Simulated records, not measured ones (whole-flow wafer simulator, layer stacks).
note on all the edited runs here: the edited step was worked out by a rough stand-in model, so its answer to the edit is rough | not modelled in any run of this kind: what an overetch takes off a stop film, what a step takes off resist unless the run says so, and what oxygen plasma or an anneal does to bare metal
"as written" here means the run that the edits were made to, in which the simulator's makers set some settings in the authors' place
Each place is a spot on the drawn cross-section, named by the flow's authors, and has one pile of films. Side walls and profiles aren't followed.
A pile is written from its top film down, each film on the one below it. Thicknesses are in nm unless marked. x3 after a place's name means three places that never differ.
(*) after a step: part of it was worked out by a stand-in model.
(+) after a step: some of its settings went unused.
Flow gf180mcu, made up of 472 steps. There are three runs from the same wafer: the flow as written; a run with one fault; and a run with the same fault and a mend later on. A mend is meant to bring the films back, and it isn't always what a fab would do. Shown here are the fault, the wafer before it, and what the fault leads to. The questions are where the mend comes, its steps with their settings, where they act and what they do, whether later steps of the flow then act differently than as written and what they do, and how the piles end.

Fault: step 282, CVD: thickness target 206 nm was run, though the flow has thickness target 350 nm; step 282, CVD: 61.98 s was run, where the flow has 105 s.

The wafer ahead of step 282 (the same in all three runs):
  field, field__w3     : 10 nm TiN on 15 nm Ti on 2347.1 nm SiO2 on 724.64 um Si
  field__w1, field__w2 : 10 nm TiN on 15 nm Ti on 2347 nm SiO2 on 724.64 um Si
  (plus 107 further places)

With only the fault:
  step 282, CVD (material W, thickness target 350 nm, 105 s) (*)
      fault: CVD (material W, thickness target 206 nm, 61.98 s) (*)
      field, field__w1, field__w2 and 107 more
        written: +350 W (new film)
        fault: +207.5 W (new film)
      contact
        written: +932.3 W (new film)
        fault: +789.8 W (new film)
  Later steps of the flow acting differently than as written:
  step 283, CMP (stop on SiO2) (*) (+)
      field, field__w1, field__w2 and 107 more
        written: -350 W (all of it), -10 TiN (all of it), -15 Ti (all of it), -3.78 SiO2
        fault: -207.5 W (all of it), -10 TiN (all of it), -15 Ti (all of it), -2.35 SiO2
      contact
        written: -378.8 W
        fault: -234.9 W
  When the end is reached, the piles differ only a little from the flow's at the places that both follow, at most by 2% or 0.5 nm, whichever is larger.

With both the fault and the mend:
  The mend stands after step 282.
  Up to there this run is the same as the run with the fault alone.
  step 282a, CVD (material W, thickness target 144 nm, 43.22 s) (the flow's step 282 again, with other settings)
      field, field__w1, field__w2 and 108 more
        +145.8 W
  None of the later steps of the flow differs from how it acts as written, at any place that is followed, by more than 2% or 0.5 nm, whichever is larger.
  When the end is reached, the piles differ only a little from the flow's at the places that both follow, at most by 2% or 0.5 nm, whichever is larger.
